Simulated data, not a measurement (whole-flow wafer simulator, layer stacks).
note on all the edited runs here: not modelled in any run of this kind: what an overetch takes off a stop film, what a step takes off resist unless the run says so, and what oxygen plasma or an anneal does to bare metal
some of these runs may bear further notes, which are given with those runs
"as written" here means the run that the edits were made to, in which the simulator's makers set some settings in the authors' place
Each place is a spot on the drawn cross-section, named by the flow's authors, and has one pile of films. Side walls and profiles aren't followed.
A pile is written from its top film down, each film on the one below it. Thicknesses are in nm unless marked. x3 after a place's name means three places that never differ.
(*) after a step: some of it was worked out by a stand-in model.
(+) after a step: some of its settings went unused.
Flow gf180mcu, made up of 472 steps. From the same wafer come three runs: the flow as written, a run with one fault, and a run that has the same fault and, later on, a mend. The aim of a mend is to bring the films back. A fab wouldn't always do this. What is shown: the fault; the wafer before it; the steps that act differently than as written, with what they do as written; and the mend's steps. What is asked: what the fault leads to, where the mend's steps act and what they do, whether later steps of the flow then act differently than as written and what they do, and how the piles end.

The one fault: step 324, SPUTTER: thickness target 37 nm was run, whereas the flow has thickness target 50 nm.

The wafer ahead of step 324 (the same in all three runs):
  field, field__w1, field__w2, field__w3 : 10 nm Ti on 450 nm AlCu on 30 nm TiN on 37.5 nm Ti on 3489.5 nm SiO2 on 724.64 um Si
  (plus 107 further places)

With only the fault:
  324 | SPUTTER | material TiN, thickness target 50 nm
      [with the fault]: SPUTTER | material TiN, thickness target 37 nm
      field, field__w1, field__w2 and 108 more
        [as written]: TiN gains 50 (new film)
        [with the fault]: TiN gains 37 (new film)
  Steps further on in the flow that do not act as written (4 more steps, not shown, differ only slightly: by at most 2% or 0.5 nm, whichever is larger):
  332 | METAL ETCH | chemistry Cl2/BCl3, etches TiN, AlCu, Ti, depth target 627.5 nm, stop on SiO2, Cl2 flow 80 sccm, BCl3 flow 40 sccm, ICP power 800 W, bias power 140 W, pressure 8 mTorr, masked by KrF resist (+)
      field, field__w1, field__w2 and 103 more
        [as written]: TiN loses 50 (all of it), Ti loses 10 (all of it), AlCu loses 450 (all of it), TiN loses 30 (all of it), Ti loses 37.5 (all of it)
        [with the fault]: TiN loses 37 (all of it), Ti loses 10 (all of it), AlCu loses 450 (all of it), TiN loses 30 (all of it), Ti loses 37.5 (all of it)
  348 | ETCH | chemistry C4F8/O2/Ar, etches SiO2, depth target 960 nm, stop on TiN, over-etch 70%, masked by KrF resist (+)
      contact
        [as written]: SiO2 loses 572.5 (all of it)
        [with the fault]: SiO2 loses 585.5 (all of it)
  At field__w8, contact, m1, m1__w1, m1_nw, the piles at the end differ from the flow's by more than 2% or 0.5 nm, whichever is larger.
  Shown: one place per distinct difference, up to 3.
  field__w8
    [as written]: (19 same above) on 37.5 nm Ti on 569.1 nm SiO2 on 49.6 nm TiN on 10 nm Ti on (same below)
    [with the fault]: (19 same above) on 37.5 nm Ti on 582.1 nm SiO2 on 36.6 nm TiN on 10 nm Ti on (same below)
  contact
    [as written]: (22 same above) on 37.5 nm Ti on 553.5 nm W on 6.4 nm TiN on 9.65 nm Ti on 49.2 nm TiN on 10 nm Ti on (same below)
    [with the fault]: (22 same above) on 37.5 nm Ti on 566.6 nm W on 6.36 nm TiN on 9.58 nm Ti on 36.2 nm TiN on 10 nm Ti on (same below)

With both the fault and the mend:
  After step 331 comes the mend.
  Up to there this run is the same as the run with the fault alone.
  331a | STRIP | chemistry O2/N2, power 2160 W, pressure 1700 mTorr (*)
      field__w8, contact, m1, m1__w1, m1_nw
        KrF resist loses 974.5 (all of it)
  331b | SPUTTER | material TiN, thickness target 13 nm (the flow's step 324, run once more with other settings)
      field, field__w1, field__w2 and 108 more
        TiN gains 13
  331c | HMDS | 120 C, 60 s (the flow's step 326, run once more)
      alters no film at any place that is followed
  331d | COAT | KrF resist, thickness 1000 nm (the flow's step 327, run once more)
      field, field__w1, field__w2 and 108 more
        KrF resist gains 1000 (new film)
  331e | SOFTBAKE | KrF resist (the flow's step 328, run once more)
      alters no film at any place that is followed
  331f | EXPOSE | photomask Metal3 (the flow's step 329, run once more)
      alters no film at any place that is followed
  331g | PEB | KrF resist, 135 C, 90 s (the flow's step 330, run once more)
      field, field__w1, field__w2 and 108 more
        KrF resist loses 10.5
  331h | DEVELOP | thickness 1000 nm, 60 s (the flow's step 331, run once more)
      field, field__w1, field__w2 and 103 more
        KrF resist loses 989.5 (all of it)
      field__w8, contact, m1, m1__w1, m1_nw
        KrF resist loses 14.9
  None of the later steps of the flow acts differently than as written at any place that is followed.
  By the end, the piles equal the flow's at every place that both follow.
